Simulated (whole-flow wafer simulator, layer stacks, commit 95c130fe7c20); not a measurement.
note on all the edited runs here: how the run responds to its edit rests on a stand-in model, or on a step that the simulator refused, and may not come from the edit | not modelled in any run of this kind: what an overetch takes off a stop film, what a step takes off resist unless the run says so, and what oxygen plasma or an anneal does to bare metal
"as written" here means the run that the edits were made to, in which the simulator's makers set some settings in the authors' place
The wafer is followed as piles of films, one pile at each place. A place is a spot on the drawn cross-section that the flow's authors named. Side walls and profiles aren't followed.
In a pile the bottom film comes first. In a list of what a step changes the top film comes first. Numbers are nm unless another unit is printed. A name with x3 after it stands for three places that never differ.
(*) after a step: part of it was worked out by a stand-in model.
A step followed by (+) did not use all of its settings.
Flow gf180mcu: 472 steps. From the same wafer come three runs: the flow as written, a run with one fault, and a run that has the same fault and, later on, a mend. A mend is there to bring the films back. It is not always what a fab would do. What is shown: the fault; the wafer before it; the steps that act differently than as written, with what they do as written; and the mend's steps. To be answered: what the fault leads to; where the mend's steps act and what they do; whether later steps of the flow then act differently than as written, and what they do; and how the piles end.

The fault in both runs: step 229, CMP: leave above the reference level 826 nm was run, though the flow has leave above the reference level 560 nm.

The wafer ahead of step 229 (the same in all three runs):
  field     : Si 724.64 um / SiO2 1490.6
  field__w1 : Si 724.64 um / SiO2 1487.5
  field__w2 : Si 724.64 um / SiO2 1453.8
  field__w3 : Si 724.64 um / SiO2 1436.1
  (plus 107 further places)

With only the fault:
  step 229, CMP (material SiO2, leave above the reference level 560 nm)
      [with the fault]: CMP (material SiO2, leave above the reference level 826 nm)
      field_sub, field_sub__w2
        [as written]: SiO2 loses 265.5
        [with the fault]: nothing
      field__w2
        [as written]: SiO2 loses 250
        [with the fault]: nothing
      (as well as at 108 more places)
  Later steps of the flow acting differently than as written (7 other steps are not shown; they differ only slightly, by no more than 2% or 0.5 nm, whichever is larger):
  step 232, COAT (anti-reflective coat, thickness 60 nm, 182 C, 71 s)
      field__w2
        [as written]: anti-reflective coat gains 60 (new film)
        [with the fault]: anti-reflective coat gains 74.1 (new film)
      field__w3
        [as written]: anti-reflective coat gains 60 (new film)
        [with the fault]: anti-reflective coat gains 91.4 (new film)
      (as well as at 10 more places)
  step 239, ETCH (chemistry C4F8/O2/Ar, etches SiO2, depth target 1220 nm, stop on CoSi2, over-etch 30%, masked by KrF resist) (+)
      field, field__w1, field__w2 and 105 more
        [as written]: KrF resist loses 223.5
        [with the fault]: KrF resist loses 244
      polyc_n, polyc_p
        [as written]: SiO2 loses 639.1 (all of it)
        [with the fault]: SiO2 loses 905.1 (all of it)
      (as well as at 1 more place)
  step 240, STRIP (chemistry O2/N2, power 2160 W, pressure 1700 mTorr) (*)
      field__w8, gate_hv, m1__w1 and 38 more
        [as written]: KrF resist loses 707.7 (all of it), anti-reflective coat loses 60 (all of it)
        [with the fault]: KrF resist loses 687.2 (all of it), anti-reflective coat loses 60 (all of it)
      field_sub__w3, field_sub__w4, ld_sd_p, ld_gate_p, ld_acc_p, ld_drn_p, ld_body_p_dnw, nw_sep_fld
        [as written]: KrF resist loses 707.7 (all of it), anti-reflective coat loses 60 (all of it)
        [with the fault]: KrF resist loses 687 (all of it), anti-reflective coat loses 59.9 (all of it)
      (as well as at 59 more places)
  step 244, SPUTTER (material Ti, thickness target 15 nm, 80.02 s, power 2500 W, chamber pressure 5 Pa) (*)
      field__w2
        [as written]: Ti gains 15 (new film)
        [with the fault]: Ti gains 14.3 (new film)
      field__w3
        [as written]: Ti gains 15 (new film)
        [with the fault]: Ti gains 14.2 (new film)
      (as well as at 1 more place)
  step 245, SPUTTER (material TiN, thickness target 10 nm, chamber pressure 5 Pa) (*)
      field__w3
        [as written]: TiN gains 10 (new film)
        [with the fault]: TiN gains 9.47 (new film)
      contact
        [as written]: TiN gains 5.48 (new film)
        [with the fault]: TiN gains 4.72 (new film)
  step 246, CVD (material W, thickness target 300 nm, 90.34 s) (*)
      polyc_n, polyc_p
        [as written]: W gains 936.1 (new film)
        [with the fault]: W gains 1202.1 (new film)
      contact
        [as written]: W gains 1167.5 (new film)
        [with the fault]: W gains 1435.5 (new film)
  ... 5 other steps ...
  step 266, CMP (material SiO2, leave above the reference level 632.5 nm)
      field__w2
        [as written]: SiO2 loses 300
        [with the fault]: SiO2 loses 292.7
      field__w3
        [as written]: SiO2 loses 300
        [with the fault]: SiO2 loses 292.9
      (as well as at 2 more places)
  By the end, the piles at field, field__w1, field__w2 and 109 more depart from the flow's by more than 2% or 0.5 nm, whichever is larger.
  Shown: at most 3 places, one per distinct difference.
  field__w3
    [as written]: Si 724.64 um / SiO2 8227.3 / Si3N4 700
    [with the fault]: Si 724.64 um / SiO2 1432.6 / Ti 14.2 / TiN 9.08 / SiO2 7037.3 / Si3N4 700
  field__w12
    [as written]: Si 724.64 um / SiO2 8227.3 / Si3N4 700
    [with the fault]: Si 724.64 um / SiO2 1432.4 / Ti 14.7 / TiN 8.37 / SiO2 7037.8 / Si3N4 700
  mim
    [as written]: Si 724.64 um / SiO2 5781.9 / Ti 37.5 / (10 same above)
    [with the fault]: Si 724.64 um / SiO2 1421.8 / Ti 14.8 / TiN 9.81 / W 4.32 / SiO2 4597.1 / Ti 37.5 / (10 same above)

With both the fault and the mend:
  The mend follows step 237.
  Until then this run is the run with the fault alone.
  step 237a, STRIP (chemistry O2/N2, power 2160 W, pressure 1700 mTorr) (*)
      field__w8, gate_hv, m1__w1 and 38 more
        KrF resist loses 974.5 (all of it), anti-reflective coat loses 60 (all of it)
      field_sub__w3, field_sub__w4, ld_gate_p, ld_acc_p, ld_drn_p, gate_p_hv, nw_sep_fld
        KrF resist loses 974.3 (all of it), anti-reflective coat loses 59.9 (all of it)
      p_well, sti, spacer, sd_n, mim_1p0, pad, dice_street
        KrF resist loses 974.5 (all of it), anti-reflective coat loses 59.8 (all of it)
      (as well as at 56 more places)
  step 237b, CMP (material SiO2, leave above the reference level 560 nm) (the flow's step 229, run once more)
      field, field__w1, field__w5 and 100 more
        SiO2 loses 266
      field_sub, field_sub__w2
        SiO2 loses 265.5
      field__w2
        SiO2 loses 250
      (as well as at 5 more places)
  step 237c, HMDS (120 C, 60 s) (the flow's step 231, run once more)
      leaves every film unchanged at each place that is followed
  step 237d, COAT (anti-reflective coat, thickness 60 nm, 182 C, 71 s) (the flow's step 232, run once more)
      field, field__w1, field__w2 and 108 more
        anti-reflective coat gains 60 (new film)
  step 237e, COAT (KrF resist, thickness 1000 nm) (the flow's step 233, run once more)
      field, field__w1, field__w2 and 108 more
        KrF resist gains 1000 (new film)
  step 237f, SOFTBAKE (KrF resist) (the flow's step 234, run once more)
      leaves every film unchanged at each place that is followed
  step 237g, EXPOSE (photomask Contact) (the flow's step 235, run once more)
      leaves every film unchanged at each place that is followed
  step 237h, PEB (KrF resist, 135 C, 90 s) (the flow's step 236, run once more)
      field, field__w1, field__w2 and 108 more
        KrF resist loses 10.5
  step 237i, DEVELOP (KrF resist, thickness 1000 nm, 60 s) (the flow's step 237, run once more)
      field, field__w1, field__w2 and 105 more
        KrF resist loses 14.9
      contact, polyc_n, polyc_p
        KrF resist loses 989.5 (all of it)
  Every later step of the flow that is run acts as written at every place that is followed.
  By the end, the piles equal the flow's at every place that both follow.
